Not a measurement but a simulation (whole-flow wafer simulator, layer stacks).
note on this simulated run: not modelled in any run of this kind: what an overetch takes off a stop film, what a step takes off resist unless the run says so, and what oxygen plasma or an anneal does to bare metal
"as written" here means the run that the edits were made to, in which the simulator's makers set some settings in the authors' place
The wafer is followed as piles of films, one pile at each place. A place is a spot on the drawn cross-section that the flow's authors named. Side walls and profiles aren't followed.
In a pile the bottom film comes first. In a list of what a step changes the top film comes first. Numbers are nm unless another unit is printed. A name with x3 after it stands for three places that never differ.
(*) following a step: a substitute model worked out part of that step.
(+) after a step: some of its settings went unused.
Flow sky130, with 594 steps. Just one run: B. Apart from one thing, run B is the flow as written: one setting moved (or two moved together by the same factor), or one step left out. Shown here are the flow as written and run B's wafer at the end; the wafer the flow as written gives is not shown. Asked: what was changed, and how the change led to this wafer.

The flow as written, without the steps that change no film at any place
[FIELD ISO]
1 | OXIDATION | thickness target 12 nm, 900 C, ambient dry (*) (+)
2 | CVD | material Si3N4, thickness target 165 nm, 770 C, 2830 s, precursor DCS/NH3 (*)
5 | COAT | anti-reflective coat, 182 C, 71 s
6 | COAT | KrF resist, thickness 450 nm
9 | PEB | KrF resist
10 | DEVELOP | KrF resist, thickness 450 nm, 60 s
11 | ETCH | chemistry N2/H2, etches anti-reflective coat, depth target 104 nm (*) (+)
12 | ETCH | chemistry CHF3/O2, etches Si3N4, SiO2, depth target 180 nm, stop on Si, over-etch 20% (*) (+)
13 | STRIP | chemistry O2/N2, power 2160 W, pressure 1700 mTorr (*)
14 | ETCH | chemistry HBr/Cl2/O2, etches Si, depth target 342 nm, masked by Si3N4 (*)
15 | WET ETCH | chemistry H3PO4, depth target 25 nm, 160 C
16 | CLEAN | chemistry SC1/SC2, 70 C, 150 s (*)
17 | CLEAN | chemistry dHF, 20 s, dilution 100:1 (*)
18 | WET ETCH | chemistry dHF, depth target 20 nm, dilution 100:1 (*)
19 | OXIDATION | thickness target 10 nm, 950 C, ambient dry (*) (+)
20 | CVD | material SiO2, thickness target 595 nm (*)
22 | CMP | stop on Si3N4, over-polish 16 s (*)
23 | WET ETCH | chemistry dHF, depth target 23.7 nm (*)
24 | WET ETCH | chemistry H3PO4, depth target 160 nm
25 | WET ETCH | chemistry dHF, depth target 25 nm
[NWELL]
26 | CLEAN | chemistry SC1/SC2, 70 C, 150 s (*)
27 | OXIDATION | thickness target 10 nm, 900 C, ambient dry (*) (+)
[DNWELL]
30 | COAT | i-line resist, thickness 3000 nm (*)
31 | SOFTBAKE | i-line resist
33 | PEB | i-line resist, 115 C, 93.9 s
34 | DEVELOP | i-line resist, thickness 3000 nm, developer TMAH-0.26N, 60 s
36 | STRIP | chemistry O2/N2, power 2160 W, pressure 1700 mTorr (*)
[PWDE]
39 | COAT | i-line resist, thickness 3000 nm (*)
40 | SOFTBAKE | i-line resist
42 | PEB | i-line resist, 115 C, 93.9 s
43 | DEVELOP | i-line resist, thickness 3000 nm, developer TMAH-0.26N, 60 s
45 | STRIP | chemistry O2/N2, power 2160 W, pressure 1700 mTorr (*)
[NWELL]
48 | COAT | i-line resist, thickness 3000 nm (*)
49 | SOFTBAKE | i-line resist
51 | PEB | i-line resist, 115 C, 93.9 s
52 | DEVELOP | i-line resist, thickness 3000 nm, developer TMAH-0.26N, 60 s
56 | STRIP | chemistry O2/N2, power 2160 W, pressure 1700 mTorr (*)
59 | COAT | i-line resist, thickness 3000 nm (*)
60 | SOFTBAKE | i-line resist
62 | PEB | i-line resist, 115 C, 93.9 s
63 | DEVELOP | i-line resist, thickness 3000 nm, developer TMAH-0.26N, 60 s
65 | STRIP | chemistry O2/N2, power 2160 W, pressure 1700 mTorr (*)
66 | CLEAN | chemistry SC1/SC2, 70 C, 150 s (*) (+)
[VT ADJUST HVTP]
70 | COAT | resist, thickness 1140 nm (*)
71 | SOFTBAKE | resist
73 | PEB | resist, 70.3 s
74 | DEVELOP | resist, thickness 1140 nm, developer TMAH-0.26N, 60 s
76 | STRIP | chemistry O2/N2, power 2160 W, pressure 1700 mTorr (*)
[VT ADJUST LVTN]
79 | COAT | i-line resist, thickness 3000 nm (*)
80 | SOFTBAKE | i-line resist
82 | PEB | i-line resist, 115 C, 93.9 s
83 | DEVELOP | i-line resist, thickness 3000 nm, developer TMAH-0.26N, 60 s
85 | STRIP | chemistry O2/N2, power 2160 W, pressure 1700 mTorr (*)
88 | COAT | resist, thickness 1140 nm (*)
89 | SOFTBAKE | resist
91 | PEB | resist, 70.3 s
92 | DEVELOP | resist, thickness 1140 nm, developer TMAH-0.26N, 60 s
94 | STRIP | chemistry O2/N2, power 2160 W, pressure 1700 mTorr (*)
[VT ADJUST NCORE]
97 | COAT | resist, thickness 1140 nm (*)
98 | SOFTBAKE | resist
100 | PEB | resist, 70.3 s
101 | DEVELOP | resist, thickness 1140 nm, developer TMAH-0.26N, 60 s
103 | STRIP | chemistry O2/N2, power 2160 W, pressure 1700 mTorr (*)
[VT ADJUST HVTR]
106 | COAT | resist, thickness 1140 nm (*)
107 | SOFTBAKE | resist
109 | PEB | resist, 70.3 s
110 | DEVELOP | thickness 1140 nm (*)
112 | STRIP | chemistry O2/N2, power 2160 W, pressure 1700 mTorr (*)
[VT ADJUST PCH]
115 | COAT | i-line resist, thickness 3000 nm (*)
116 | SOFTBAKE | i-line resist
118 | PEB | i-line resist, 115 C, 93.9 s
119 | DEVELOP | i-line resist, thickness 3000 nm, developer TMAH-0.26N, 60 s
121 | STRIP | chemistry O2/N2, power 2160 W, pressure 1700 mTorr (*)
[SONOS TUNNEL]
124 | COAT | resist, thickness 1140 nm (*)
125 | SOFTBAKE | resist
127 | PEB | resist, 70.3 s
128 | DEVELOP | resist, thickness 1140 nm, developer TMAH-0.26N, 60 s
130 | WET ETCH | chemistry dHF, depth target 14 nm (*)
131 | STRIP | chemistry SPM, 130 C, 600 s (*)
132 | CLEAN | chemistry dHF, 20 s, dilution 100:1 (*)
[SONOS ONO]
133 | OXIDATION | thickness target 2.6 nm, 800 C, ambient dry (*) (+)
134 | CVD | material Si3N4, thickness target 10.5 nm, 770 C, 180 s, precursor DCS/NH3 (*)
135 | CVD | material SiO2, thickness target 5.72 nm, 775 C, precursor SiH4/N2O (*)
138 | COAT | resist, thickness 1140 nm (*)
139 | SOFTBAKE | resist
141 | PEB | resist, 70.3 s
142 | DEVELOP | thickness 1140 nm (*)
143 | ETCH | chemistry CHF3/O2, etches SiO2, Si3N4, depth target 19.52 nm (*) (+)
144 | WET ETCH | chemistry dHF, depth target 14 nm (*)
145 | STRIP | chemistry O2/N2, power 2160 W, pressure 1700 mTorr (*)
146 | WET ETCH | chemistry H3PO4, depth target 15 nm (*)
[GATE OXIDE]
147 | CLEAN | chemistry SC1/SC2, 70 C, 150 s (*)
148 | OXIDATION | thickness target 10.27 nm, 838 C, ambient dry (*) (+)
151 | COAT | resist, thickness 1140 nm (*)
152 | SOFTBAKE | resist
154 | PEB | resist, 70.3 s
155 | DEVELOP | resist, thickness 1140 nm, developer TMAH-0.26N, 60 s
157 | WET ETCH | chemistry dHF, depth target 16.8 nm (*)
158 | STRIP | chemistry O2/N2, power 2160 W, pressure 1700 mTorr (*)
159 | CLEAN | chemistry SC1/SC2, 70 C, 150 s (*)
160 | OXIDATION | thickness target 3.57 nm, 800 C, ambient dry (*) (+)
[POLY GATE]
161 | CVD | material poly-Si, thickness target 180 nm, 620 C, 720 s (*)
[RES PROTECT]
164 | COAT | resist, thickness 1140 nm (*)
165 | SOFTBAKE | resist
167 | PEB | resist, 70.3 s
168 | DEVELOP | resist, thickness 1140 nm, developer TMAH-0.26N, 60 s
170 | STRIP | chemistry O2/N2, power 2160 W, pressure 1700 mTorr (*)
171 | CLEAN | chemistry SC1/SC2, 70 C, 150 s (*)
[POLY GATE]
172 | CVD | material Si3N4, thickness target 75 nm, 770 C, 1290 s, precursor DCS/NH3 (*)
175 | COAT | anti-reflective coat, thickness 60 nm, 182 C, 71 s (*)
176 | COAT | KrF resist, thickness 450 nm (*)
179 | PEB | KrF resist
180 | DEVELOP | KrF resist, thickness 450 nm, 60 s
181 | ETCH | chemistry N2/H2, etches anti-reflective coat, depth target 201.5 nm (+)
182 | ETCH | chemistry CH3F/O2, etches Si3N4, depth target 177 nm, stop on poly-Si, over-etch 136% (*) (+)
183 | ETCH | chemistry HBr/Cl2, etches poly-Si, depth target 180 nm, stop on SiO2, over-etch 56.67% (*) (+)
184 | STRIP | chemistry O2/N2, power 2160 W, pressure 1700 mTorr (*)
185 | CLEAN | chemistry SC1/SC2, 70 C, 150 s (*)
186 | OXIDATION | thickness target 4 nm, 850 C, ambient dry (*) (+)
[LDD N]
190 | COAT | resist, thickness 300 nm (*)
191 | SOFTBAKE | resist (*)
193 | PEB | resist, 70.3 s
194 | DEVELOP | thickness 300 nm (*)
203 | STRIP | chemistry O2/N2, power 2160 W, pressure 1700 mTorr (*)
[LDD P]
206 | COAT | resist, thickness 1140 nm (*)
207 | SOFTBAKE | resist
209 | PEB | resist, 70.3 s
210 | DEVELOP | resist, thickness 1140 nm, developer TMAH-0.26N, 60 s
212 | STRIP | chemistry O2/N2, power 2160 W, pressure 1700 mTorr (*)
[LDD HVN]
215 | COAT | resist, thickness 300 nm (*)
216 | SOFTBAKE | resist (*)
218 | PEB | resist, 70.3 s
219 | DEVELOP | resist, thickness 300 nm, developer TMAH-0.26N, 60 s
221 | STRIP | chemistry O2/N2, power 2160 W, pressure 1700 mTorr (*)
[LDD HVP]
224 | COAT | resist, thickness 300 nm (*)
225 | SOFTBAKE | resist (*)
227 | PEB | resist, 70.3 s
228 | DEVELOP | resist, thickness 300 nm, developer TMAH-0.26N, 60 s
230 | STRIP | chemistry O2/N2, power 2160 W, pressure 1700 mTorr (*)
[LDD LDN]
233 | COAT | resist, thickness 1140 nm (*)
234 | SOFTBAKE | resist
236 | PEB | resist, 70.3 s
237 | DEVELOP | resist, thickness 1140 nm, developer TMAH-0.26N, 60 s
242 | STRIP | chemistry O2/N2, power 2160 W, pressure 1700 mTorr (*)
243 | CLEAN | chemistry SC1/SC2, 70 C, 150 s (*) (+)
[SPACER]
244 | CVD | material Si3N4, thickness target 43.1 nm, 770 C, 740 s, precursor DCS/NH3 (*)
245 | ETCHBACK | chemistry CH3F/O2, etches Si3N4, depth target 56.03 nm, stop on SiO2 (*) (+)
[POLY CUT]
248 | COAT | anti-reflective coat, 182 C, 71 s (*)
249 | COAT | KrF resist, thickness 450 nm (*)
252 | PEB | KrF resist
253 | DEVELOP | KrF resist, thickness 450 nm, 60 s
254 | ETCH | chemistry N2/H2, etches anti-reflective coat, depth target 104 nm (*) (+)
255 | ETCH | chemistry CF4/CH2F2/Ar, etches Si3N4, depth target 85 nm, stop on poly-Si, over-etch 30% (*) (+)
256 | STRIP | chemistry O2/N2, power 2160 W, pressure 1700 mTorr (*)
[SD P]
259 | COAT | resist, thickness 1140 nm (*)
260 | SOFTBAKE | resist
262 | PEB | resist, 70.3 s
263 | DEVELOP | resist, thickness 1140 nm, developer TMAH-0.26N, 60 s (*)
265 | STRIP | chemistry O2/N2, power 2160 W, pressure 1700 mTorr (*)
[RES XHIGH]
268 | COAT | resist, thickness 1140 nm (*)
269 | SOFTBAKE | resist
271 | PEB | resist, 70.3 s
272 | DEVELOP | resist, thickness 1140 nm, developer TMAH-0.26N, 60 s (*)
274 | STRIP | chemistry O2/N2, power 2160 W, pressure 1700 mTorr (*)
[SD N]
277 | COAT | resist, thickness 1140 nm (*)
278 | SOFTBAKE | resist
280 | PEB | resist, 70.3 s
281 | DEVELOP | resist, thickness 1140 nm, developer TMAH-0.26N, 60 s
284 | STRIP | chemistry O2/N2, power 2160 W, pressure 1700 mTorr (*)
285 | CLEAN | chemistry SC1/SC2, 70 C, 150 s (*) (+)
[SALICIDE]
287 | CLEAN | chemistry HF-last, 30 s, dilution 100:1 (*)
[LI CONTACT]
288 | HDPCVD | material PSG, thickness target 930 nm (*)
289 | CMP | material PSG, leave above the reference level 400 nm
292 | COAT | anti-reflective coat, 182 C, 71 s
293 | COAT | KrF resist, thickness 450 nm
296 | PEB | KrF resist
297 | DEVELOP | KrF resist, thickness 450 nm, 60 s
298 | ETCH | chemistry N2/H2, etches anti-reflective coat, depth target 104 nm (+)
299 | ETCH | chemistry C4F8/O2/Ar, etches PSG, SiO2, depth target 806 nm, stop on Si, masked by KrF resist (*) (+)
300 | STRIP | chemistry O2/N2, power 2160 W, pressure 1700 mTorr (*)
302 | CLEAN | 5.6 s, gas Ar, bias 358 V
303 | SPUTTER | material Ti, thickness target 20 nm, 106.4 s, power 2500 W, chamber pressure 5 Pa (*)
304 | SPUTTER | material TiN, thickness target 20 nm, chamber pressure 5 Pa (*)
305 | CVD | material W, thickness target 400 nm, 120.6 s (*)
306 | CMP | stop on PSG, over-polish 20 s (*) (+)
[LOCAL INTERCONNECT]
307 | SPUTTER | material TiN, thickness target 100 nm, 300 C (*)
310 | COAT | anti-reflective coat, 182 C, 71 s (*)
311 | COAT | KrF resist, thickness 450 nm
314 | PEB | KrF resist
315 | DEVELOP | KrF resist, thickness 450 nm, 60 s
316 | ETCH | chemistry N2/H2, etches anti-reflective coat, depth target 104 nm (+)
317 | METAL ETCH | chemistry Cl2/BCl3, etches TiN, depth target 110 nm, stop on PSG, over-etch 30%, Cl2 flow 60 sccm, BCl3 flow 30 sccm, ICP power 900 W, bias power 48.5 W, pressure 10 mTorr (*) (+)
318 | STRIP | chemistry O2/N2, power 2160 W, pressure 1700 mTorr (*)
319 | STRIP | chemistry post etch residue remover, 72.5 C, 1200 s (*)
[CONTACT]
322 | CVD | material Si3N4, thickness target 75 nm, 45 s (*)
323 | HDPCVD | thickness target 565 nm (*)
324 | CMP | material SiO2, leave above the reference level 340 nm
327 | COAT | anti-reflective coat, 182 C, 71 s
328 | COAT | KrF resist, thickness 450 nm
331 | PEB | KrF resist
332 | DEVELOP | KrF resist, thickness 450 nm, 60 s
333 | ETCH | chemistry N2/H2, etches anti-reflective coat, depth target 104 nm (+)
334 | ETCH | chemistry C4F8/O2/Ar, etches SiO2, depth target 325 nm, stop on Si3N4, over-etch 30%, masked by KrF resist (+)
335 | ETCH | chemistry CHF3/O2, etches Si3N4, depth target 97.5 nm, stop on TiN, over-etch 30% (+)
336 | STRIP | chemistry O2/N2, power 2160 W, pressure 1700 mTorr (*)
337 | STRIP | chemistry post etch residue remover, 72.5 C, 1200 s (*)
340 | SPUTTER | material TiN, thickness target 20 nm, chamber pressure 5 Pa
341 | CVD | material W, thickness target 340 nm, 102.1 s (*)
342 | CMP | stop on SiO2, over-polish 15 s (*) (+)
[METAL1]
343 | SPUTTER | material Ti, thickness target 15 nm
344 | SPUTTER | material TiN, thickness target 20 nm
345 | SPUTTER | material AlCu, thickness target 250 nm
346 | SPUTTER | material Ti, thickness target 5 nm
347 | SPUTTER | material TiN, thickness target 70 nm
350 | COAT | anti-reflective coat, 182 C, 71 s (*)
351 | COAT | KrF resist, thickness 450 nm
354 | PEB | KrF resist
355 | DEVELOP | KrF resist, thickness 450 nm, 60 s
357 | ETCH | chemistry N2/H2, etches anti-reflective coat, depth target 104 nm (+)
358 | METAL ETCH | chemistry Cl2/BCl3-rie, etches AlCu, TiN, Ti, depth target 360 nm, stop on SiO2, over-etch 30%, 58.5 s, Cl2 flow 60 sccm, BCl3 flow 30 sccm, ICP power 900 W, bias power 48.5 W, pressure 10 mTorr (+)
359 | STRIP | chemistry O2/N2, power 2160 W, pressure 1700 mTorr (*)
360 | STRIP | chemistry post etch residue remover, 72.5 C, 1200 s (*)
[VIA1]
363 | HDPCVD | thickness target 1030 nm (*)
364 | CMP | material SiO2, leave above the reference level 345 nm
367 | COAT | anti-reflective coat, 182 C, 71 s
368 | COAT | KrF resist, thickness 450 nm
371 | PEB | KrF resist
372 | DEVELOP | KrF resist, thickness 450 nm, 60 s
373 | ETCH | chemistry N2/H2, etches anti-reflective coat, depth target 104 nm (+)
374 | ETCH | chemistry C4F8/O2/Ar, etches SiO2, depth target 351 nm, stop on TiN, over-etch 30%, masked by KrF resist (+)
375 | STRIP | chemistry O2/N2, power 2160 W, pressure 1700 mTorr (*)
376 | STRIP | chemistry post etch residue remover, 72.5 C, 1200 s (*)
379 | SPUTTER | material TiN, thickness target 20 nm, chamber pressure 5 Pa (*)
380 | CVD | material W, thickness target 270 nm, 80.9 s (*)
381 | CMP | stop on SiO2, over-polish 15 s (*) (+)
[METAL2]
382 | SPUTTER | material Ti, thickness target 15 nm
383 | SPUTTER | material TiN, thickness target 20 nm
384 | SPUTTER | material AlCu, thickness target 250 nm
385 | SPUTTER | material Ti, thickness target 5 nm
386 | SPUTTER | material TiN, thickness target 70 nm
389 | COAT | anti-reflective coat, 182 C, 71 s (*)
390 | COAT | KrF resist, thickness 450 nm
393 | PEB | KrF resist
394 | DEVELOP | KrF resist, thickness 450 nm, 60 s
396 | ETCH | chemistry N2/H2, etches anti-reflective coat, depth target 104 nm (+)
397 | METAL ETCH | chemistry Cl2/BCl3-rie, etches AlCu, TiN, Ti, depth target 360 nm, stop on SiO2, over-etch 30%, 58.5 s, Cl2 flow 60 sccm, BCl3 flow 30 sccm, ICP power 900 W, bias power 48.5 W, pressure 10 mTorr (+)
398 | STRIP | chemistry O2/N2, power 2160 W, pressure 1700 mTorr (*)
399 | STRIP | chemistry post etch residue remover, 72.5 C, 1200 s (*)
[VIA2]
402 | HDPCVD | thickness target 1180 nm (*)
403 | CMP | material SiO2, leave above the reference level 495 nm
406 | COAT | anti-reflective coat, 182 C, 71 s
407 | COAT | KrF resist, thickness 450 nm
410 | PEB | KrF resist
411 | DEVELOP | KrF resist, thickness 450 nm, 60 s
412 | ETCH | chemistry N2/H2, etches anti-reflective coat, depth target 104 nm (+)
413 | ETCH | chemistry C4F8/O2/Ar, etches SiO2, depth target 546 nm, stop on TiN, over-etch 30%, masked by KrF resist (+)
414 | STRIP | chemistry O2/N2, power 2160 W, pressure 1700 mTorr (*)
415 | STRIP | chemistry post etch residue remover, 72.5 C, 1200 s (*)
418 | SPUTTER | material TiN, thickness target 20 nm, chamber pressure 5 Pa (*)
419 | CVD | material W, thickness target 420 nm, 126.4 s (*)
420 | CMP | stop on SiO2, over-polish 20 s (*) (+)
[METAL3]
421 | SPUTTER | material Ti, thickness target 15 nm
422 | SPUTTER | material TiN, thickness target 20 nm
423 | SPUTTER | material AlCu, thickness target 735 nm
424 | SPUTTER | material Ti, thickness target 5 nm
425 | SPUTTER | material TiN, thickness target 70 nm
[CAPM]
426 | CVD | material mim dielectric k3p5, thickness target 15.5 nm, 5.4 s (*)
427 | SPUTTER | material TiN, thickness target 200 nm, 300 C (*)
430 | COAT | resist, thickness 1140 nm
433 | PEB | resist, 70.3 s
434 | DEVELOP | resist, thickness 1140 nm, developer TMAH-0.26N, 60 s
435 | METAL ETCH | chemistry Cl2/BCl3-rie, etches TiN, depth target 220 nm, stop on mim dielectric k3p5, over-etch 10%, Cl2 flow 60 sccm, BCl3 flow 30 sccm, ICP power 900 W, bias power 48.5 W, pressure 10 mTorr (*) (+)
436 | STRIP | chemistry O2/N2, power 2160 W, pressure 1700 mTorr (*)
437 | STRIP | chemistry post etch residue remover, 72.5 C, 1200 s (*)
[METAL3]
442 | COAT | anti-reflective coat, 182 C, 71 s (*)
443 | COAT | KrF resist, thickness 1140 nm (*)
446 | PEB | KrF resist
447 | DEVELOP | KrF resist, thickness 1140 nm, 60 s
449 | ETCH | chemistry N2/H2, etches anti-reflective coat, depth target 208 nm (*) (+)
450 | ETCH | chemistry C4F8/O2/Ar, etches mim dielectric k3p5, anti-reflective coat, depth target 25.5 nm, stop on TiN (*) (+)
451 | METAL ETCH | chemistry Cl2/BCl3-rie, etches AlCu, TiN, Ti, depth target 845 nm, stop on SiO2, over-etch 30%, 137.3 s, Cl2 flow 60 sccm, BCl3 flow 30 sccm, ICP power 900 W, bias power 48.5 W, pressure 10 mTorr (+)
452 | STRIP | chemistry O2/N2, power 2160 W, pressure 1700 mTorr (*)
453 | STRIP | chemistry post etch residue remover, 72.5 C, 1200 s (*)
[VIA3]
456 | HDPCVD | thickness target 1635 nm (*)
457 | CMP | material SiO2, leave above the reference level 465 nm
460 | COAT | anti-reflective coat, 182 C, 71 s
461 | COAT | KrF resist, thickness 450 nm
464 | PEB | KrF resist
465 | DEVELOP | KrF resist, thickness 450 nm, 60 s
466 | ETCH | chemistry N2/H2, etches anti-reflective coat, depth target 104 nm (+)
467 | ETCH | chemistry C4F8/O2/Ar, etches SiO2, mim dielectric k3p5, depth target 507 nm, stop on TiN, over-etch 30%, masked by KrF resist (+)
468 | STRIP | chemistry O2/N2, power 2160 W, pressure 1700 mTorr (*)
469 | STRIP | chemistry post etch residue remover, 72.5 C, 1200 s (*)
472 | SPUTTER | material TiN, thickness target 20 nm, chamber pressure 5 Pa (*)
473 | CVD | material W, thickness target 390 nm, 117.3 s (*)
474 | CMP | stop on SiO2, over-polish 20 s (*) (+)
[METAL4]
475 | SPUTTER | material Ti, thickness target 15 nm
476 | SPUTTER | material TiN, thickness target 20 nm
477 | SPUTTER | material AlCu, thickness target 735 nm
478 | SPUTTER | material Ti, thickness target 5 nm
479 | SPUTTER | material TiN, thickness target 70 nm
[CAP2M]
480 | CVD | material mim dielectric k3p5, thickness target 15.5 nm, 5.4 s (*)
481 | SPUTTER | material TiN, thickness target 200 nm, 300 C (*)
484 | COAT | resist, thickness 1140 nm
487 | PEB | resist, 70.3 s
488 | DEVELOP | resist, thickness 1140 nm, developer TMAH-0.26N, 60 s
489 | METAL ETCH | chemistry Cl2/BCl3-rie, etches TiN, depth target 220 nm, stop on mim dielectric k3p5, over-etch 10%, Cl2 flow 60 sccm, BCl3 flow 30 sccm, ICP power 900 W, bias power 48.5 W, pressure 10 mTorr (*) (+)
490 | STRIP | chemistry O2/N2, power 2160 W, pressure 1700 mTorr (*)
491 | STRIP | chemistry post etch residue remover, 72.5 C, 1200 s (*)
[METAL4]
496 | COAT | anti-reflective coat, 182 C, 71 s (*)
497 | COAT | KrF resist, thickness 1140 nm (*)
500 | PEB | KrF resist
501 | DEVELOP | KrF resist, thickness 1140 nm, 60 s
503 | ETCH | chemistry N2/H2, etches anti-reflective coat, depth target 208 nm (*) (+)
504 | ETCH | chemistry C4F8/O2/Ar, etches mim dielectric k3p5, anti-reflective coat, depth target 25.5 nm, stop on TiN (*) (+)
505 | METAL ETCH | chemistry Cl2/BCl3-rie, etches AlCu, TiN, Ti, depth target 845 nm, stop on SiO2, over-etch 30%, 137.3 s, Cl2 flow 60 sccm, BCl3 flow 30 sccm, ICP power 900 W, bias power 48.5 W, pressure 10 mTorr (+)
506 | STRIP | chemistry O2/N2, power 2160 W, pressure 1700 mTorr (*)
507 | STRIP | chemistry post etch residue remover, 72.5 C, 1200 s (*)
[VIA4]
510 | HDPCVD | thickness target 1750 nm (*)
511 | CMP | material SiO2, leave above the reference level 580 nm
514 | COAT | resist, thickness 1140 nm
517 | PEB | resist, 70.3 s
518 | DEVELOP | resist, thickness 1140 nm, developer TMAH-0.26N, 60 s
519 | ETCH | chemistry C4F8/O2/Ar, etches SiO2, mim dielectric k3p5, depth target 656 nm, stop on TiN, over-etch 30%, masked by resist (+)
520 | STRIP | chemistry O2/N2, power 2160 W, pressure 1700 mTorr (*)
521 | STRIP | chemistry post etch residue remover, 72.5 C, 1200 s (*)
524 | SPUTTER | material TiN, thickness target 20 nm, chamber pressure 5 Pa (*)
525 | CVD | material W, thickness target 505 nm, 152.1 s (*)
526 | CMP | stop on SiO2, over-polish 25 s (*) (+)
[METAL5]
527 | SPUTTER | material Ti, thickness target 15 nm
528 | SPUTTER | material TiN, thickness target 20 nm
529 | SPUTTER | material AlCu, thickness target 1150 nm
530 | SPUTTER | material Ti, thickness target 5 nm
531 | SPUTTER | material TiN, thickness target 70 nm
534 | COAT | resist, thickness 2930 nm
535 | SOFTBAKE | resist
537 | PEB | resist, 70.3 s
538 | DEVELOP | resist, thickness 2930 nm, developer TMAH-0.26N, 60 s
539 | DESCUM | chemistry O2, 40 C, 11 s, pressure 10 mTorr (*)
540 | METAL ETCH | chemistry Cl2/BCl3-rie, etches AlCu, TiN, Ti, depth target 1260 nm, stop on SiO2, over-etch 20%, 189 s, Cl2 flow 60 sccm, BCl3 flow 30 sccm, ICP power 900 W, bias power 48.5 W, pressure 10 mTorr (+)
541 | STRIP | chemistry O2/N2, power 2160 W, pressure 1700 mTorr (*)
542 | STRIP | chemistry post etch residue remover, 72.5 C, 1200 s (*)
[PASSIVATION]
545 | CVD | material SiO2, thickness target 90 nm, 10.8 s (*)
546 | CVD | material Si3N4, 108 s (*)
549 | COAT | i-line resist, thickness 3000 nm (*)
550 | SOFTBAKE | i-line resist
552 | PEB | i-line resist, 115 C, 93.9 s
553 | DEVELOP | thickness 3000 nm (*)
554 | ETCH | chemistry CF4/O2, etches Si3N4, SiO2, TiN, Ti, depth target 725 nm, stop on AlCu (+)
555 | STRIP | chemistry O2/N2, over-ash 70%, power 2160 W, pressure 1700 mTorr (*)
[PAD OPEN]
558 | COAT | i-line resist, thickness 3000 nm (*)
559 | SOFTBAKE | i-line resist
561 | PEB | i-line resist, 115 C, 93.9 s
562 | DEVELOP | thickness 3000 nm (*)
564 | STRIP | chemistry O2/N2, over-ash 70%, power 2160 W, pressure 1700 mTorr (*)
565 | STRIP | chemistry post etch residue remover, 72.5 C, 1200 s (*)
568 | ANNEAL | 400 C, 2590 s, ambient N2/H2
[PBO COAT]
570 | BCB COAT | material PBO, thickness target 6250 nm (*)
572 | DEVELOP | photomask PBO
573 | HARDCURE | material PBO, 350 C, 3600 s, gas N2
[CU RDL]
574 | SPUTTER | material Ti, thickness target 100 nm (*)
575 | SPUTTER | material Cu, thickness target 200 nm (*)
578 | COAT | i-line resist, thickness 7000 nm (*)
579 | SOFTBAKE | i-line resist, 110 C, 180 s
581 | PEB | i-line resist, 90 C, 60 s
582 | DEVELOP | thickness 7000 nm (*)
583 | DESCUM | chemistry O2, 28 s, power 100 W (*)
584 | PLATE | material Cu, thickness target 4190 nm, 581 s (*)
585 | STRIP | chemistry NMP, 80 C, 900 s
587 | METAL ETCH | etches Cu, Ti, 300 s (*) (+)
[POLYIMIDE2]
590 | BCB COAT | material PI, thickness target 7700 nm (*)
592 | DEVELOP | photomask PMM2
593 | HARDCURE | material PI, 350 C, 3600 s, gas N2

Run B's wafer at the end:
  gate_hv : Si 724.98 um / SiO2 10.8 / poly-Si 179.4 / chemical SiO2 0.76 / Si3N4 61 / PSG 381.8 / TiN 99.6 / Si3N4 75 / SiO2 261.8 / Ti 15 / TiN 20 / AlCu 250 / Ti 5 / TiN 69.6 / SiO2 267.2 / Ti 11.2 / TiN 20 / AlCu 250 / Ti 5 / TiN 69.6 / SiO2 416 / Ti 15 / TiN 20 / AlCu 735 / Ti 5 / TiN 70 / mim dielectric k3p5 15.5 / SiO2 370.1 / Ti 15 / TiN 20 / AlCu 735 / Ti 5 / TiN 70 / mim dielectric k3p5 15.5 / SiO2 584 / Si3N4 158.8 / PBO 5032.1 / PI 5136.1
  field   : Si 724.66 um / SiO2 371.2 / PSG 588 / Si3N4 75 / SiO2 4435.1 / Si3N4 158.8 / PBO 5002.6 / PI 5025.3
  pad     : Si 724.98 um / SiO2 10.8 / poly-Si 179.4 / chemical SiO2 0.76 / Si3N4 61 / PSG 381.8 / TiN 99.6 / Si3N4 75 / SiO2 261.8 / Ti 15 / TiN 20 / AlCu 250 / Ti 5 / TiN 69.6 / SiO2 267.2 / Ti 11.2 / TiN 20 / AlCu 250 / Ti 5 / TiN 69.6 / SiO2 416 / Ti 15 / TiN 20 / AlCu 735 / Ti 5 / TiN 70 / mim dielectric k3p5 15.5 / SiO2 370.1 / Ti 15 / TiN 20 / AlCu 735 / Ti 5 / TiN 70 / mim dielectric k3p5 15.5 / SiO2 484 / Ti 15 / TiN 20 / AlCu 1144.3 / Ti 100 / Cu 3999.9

What caused this: step 382, SPUTTER: thickness target 11.2 nm was run, whereas the flow has thickness target 15 nm.
The wafer lets one read it off: gate_hv has Ti 11.2, and step 382 as written asks for 15 nm.

How this came from the change, step by step:
  382 | SPUTTER | material Ti, thickness target 15 nm
      field, active, n_well and 188 more: +11.2 Ti (new film) (as written it would have been: +15 Ti (new film))
  397 | METAL ETCH | chemistry Cl2/BCl3-rie, etches AlCu, TiN, Ti, depth target 360 nm, stop on SiO2, over-etch 30%, 58.5 s, Cl2 flow 60 sccm, BCl3 flow 30 sccm, ICP power 900 W, bias power 48.5 W, pressure 10 mTorr (+)
      field, active, gate and 82 more: -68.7 TiN (all of it), -5 Ti (all of it), -250 AlCu (all of it), -20 TiN (all of it), -11.2 Ti (all of it), -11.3 SiO2 (as written it would have been: -68.7 TiN (all of it), -5 Ti (all of it), -250 AlCu (all of it), -20 TiN (all of it), -15 Ti (all of it), -10.9 SiO2)
